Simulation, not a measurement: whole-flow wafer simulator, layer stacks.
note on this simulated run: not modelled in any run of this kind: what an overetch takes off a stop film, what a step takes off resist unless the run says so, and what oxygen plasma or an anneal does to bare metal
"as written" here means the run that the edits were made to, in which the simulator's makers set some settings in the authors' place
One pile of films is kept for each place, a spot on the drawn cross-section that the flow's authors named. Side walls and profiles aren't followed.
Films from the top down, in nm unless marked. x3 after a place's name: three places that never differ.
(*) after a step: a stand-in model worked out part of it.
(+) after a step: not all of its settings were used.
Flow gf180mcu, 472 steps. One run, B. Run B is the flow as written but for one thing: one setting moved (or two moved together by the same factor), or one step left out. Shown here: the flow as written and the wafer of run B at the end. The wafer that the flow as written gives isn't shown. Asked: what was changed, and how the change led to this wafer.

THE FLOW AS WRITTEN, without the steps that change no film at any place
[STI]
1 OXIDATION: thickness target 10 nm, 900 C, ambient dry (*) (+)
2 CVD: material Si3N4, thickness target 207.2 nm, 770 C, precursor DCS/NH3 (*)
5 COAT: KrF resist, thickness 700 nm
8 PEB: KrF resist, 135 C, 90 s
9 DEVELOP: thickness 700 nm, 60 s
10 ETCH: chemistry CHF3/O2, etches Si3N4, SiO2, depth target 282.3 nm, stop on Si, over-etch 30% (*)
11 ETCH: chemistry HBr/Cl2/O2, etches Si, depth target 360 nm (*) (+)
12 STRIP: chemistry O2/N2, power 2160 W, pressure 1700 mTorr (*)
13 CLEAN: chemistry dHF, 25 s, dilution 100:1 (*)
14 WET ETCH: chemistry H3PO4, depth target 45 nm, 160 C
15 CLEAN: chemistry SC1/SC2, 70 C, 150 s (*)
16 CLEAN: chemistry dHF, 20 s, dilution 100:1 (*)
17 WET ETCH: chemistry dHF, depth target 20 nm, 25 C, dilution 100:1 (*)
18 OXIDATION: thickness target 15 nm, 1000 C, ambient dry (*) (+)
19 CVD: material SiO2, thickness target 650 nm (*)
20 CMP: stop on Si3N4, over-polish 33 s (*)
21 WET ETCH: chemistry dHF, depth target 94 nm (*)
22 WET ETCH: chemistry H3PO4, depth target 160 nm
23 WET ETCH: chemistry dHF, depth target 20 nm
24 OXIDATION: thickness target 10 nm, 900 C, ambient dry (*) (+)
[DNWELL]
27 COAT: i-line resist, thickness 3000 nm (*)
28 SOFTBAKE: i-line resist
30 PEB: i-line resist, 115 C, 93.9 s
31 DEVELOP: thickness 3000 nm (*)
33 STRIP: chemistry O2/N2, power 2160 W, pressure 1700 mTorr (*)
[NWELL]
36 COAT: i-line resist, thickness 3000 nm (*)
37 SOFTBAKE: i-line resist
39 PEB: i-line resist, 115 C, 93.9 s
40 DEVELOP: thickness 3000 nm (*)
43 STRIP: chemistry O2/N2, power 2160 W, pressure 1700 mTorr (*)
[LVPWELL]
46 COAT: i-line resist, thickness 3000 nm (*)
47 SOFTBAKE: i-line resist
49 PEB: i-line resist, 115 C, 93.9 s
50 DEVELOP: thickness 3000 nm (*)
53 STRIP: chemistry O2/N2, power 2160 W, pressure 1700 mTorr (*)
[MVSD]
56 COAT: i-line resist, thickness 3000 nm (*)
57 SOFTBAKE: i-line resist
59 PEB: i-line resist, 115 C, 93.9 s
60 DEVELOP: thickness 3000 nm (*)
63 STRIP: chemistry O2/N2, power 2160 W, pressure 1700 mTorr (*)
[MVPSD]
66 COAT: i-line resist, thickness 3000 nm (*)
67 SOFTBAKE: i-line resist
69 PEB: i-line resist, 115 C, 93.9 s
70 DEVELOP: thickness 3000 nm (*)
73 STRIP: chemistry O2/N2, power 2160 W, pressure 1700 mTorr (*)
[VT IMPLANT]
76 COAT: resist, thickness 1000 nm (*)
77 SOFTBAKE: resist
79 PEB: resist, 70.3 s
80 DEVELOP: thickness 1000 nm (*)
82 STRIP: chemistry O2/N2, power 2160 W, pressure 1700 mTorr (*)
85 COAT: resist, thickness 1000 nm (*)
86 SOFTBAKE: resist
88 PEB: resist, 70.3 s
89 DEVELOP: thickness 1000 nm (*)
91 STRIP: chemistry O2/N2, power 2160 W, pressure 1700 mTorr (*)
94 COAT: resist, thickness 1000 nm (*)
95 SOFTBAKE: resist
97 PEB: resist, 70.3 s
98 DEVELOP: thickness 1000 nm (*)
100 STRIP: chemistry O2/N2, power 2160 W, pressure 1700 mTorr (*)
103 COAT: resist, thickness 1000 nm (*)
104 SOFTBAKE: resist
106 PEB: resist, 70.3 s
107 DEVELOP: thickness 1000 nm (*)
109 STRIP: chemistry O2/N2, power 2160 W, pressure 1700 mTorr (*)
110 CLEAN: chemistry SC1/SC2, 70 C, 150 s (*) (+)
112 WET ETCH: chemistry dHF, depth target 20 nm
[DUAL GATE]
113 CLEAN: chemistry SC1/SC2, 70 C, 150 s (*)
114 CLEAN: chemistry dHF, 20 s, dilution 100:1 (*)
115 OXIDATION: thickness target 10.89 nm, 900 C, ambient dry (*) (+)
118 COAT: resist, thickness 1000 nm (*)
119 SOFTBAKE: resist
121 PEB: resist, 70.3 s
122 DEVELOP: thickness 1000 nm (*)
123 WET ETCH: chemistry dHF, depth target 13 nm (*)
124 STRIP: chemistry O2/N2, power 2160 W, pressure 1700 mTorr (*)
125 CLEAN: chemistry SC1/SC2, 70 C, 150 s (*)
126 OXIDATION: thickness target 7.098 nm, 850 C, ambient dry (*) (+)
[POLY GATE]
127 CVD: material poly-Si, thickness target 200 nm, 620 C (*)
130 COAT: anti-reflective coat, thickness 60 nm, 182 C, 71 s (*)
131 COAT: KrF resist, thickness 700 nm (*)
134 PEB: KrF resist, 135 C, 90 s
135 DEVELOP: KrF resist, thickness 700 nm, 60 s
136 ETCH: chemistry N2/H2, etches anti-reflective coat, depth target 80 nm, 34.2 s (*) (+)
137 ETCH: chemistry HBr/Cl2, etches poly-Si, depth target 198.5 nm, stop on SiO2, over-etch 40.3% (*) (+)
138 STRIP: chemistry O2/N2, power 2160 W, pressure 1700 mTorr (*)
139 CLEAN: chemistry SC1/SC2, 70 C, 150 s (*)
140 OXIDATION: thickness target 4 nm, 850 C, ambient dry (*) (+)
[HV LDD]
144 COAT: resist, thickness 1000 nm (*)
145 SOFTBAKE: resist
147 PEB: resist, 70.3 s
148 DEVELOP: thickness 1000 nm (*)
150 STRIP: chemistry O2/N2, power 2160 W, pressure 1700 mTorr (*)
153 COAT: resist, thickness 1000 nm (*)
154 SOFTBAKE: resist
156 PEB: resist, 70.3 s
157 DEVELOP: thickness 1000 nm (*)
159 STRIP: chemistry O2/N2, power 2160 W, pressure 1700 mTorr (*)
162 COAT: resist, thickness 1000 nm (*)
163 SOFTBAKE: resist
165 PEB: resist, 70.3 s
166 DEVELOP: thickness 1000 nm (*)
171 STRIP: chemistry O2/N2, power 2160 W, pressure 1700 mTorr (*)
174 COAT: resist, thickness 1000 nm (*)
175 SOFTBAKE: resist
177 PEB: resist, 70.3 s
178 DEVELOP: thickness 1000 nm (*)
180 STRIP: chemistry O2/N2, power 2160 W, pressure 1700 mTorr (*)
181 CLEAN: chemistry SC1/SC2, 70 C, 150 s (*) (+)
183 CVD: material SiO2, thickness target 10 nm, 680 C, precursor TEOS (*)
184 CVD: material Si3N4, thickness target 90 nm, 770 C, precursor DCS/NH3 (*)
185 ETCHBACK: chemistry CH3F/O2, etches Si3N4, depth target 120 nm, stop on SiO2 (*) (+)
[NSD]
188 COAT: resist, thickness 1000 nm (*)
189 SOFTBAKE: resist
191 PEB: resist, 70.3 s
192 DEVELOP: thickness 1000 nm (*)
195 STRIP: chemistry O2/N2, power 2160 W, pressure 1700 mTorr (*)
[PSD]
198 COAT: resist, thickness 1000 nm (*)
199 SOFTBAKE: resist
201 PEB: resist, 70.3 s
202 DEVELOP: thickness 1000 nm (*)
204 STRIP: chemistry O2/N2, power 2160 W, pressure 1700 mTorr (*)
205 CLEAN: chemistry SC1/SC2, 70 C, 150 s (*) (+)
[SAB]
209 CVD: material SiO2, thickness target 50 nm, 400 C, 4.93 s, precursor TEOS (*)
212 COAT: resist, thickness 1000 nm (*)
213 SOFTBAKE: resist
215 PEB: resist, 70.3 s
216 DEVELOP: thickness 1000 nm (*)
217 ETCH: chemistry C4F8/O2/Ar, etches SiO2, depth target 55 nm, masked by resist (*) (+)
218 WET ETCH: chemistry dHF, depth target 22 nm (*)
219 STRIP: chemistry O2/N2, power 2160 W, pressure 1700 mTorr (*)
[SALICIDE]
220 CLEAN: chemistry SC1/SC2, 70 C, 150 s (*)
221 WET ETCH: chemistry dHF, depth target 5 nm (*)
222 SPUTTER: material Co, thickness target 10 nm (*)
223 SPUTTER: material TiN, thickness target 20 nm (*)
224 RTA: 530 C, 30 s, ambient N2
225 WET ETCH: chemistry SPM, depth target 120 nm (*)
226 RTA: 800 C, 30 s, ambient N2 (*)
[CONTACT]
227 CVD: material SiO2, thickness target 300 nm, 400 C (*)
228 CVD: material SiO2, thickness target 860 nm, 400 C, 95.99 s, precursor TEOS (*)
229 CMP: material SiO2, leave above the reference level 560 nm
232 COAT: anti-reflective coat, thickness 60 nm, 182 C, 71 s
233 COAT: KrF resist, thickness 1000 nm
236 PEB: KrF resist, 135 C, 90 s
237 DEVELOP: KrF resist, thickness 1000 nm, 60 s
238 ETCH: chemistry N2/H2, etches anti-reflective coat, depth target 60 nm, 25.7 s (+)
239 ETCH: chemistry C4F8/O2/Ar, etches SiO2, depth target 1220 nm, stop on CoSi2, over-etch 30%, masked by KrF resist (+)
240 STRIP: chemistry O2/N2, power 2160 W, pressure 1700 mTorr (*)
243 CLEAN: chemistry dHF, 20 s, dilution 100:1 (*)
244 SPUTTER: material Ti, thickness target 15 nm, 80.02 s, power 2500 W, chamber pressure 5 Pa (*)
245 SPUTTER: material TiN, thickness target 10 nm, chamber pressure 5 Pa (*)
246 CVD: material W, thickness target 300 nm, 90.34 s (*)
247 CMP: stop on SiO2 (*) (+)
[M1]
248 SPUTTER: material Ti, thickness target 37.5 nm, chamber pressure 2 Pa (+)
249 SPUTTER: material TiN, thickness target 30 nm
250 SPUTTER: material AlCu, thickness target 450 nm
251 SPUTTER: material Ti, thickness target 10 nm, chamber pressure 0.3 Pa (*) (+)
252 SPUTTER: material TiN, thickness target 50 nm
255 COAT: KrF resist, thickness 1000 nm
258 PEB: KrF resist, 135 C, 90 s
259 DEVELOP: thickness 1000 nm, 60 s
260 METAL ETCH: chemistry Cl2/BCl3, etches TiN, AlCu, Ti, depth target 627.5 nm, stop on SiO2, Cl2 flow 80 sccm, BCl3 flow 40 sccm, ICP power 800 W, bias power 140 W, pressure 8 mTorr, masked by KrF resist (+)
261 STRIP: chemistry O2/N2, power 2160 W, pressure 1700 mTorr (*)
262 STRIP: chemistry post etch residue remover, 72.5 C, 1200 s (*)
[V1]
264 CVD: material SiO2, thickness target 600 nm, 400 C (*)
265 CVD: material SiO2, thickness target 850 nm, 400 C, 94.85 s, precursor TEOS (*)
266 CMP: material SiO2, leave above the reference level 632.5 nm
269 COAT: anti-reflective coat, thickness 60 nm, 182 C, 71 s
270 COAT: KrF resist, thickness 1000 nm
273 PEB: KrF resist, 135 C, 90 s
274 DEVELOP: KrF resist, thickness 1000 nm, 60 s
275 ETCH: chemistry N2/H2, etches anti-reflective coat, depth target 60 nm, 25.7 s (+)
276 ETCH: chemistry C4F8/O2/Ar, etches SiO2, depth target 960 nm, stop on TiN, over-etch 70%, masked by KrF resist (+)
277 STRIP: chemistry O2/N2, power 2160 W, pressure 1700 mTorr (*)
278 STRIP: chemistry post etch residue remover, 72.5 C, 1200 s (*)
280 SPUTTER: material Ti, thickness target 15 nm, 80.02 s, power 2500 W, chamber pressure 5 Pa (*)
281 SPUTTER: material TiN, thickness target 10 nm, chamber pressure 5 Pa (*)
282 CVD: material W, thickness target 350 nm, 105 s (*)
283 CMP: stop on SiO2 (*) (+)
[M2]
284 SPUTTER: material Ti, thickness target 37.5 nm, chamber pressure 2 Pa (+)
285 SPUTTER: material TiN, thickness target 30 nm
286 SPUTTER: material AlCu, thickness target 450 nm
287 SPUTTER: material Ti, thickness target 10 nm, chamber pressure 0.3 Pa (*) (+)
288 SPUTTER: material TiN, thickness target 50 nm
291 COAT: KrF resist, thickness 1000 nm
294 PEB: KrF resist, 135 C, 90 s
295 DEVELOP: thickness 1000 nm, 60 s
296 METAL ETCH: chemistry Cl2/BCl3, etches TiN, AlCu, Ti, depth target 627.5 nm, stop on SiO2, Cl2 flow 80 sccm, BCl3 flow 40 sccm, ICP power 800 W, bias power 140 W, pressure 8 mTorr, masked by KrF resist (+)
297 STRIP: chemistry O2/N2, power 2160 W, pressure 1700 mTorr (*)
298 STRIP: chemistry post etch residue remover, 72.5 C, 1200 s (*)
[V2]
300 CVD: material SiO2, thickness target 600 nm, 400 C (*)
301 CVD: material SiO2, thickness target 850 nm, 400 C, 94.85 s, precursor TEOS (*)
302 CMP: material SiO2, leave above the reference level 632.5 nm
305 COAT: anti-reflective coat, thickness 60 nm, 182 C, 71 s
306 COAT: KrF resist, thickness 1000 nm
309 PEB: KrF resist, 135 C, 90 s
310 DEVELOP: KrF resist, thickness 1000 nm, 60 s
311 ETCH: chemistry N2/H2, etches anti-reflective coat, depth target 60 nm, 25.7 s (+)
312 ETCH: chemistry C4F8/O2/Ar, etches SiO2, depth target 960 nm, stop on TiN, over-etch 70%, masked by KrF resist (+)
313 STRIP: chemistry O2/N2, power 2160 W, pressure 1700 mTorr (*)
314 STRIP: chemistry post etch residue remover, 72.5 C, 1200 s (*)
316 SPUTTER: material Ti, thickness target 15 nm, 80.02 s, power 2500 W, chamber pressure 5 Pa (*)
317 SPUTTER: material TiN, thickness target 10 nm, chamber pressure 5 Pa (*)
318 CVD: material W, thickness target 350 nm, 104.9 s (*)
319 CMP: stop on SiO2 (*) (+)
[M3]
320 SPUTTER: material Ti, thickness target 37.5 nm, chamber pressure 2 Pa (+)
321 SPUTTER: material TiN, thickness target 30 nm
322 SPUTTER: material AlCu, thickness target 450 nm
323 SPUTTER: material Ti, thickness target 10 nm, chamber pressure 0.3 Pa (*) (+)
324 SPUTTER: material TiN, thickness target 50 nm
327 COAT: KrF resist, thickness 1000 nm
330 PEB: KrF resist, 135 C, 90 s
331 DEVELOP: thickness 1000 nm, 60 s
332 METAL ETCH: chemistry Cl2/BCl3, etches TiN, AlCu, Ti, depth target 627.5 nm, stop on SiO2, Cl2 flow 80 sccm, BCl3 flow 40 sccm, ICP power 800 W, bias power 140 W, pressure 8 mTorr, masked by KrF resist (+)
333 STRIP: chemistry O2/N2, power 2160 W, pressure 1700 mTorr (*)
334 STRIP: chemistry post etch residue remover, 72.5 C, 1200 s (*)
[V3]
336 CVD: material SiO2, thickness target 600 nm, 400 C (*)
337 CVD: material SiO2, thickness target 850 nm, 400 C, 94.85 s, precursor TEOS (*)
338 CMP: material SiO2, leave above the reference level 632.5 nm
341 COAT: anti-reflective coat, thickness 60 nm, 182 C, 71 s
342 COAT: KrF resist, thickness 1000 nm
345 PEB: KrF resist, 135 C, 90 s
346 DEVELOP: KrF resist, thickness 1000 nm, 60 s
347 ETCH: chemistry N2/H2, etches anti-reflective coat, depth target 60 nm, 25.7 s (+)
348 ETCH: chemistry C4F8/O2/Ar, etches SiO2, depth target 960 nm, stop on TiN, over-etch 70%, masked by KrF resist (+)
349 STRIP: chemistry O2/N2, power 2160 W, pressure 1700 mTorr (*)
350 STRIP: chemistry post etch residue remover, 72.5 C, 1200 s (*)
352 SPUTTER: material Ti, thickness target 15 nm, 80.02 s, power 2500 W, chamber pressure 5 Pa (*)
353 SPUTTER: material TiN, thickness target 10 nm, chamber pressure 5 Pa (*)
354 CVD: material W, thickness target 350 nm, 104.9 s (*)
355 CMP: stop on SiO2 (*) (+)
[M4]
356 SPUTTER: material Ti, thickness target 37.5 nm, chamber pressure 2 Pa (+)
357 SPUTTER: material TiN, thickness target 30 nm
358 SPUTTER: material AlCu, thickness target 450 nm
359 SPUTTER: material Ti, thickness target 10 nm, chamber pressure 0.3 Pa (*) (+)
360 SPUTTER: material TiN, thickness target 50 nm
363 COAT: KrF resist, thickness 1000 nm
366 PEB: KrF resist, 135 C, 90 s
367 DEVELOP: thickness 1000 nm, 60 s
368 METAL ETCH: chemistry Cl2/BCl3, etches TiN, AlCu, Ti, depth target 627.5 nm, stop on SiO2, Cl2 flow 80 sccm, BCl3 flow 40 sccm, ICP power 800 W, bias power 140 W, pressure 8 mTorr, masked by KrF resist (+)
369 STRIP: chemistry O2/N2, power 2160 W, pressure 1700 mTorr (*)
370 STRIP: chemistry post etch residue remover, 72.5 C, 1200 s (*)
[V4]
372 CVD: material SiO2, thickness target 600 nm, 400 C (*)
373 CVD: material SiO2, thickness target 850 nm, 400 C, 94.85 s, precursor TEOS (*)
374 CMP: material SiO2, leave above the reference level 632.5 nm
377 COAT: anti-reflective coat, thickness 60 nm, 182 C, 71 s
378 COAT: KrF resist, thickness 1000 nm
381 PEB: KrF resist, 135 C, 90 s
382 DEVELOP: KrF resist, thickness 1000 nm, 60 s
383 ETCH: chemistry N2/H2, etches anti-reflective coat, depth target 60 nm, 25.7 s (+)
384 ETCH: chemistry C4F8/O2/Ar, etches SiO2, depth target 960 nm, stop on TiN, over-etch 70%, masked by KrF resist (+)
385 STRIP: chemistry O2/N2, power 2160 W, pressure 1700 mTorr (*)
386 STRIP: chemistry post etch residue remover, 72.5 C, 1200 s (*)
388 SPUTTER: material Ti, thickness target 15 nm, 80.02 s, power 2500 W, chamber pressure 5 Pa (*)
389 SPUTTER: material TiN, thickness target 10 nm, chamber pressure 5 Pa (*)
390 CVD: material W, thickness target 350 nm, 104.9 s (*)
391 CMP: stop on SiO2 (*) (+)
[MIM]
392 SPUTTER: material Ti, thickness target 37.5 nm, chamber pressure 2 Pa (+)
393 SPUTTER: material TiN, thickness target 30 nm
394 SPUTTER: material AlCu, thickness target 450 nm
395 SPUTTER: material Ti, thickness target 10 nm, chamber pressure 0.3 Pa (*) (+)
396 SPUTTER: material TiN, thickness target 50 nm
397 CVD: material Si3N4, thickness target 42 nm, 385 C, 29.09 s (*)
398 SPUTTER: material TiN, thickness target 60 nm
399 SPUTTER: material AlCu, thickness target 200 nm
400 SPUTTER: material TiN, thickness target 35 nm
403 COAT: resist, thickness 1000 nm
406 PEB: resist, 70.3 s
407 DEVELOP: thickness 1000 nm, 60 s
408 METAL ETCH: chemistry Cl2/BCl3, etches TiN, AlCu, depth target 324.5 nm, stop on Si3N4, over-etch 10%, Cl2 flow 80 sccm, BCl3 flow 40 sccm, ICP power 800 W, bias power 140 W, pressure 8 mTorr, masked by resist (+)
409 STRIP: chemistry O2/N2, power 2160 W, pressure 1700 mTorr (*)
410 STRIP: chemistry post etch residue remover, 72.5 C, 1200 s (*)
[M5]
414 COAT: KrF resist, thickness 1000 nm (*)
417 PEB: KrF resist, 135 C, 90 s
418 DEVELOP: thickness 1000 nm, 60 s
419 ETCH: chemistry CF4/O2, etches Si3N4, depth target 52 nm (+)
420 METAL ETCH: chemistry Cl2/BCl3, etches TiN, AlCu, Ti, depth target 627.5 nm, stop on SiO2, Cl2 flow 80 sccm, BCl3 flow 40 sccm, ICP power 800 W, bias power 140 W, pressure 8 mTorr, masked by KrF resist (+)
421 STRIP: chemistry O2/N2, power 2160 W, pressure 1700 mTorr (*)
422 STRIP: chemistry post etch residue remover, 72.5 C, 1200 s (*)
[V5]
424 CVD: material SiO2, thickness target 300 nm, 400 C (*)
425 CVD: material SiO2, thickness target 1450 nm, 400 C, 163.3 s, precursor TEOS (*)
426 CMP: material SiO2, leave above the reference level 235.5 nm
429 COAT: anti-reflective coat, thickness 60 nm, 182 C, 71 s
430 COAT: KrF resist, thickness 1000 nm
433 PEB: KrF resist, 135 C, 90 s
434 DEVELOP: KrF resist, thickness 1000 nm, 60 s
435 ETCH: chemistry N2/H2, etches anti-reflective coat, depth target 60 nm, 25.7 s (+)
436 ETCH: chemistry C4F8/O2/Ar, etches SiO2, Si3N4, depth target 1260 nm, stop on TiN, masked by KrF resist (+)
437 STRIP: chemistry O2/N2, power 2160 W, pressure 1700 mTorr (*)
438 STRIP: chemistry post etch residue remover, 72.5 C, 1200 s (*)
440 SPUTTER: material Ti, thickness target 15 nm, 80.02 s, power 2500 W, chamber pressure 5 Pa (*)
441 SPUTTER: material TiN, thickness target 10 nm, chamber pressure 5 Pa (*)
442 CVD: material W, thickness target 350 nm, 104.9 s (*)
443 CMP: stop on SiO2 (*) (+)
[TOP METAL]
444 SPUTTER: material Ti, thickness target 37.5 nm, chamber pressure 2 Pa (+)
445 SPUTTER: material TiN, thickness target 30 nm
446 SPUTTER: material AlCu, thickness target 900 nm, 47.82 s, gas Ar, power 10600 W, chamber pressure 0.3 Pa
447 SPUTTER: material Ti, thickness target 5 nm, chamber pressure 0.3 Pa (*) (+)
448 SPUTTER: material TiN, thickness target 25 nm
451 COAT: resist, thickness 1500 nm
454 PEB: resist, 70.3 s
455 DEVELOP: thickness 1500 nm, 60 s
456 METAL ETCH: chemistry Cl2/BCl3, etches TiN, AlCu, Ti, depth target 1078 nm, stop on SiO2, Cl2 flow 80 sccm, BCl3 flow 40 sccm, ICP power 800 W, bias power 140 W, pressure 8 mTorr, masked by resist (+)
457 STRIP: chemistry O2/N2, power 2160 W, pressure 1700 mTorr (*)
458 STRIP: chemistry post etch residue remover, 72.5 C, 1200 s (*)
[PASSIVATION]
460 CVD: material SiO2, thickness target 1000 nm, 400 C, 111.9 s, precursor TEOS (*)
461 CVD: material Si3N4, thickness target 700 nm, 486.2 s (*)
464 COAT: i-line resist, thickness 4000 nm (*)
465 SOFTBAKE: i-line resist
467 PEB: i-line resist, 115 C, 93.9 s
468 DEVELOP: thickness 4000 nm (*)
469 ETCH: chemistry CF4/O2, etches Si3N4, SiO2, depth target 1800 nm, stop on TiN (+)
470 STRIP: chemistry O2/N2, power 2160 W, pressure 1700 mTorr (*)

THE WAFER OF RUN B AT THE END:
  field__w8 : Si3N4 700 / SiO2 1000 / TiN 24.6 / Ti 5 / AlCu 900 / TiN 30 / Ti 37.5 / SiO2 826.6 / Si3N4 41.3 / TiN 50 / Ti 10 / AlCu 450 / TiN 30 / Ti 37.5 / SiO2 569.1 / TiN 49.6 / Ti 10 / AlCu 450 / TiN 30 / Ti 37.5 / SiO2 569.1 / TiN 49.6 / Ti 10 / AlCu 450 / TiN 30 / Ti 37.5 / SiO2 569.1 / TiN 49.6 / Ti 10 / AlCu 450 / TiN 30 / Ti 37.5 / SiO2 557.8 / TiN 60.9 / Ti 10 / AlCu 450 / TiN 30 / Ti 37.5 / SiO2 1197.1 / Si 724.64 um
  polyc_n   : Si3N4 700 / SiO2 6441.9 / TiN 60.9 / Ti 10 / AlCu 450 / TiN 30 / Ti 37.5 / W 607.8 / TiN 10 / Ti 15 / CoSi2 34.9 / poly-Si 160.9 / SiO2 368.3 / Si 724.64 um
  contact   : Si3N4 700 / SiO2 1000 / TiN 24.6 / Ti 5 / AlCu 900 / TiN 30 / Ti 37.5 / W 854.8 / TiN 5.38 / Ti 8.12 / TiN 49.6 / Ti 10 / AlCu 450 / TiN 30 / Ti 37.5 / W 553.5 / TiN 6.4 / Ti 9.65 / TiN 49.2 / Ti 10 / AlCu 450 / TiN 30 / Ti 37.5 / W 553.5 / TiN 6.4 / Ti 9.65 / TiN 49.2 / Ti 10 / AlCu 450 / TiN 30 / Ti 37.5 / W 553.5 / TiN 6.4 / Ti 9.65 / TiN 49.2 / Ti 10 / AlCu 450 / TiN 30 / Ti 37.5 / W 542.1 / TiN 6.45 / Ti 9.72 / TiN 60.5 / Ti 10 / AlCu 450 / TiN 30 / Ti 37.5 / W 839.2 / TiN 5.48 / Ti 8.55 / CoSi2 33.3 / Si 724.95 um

The cause: step 252, SPUTTER: thickness target 61.3 nm was run, where the flow has thickness target 50 nm.

How the change led to this, step by step:
  252 SPUTTER: material TiN, thickness target 50 nm
      field, field__w1, field__w2 and 108 more: TiN +61.3 (new film) (as written it would be: TiN +50 (new film))
  260 METAL ETCH: chemistry Cl2/BCl3, etches TiN, AlCu, Ti, depth target 627.5 nm, stop on SiO2, Cl2 flow 80 sccm, BCl3 flow 40 sccm, ICP power 800 W, bias power 140 W, pressure 8 mTorr, masked by KrF resist (+)
      field, field__w1, field__w2 and 99 more: TiN -61.3 (all of it), Ti -10 (all of it), AlCu -450 (all of it), TiN -30 (all of it), Ti -37.5 (all of it) (as written it would be: TiN -50 (all of it), Ti -10 (all of it), AlCu -450 (all of it), TiN -30 (all of it), Ti -37.5 (all of it))
